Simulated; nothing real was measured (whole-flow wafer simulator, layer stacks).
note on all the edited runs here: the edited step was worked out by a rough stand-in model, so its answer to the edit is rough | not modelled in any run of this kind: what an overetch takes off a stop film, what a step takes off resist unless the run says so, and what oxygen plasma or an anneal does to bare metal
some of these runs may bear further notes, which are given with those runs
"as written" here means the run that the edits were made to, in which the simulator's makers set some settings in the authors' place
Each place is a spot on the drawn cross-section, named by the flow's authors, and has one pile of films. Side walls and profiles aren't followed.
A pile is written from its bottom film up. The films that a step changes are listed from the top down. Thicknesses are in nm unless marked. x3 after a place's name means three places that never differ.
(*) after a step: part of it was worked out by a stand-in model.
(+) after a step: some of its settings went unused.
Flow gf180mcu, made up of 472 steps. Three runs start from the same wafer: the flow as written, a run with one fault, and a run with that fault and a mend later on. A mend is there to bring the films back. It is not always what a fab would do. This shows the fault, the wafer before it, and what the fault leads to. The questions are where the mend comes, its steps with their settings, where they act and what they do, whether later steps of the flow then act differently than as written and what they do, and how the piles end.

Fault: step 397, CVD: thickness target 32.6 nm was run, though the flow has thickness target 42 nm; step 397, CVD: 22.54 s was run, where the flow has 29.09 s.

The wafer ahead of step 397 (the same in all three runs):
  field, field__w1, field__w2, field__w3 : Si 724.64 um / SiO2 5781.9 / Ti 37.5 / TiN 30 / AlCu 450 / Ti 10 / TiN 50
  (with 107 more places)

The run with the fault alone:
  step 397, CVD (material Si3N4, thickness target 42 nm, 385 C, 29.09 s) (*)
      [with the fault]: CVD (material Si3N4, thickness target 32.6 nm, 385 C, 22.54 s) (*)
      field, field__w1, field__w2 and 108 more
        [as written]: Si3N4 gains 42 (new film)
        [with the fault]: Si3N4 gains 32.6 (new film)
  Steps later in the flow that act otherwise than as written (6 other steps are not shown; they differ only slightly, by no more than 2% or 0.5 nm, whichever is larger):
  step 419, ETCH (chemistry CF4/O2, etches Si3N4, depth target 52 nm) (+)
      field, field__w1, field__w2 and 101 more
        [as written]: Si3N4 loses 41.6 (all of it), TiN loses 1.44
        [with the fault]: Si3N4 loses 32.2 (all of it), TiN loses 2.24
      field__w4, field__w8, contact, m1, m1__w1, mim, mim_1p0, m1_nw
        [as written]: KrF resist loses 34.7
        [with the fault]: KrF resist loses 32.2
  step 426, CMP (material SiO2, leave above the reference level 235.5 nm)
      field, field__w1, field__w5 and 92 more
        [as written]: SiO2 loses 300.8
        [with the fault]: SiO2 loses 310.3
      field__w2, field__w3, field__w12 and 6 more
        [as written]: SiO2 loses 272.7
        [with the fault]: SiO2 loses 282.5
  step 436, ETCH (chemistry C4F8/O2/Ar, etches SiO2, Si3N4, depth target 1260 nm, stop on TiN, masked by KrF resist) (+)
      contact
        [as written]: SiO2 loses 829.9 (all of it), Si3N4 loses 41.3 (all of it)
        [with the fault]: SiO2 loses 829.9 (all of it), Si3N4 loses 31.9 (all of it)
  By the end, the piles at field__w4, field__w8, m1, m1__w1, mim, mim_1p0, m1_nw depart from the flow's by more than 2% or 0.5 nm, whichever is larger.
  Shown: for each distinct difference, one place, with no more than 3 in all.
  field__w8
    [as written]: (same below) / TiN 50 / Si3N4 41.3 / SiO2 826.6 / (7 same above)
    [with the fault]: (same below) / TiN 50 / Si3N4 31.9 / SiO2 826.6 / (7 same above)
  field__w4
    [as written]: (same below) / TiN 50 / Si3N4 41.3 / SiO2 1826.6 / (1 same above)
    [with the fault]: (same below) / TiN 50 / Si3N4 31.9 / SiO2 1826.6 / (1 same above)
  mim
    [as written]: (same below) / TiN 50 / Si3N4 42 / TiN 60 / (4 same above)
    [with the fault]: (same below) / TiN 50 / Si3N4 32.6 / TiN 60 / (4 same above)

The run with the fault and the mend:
  After step 397 comes the mend.
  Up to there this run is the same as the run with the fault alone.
  step 397a, CVD (material Si3N4, thickness target 9.4 nm, 385 C, 6.51 s) (the flow's step 397, run once more with other settings)
      field, field__w1, field__w2 and 108 more
        Si3N4 gains 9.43
  None of the later steps of the flow acts differently than as written at any place that is followed.
  By the end, the piles equal the flow's at every place that both follow.
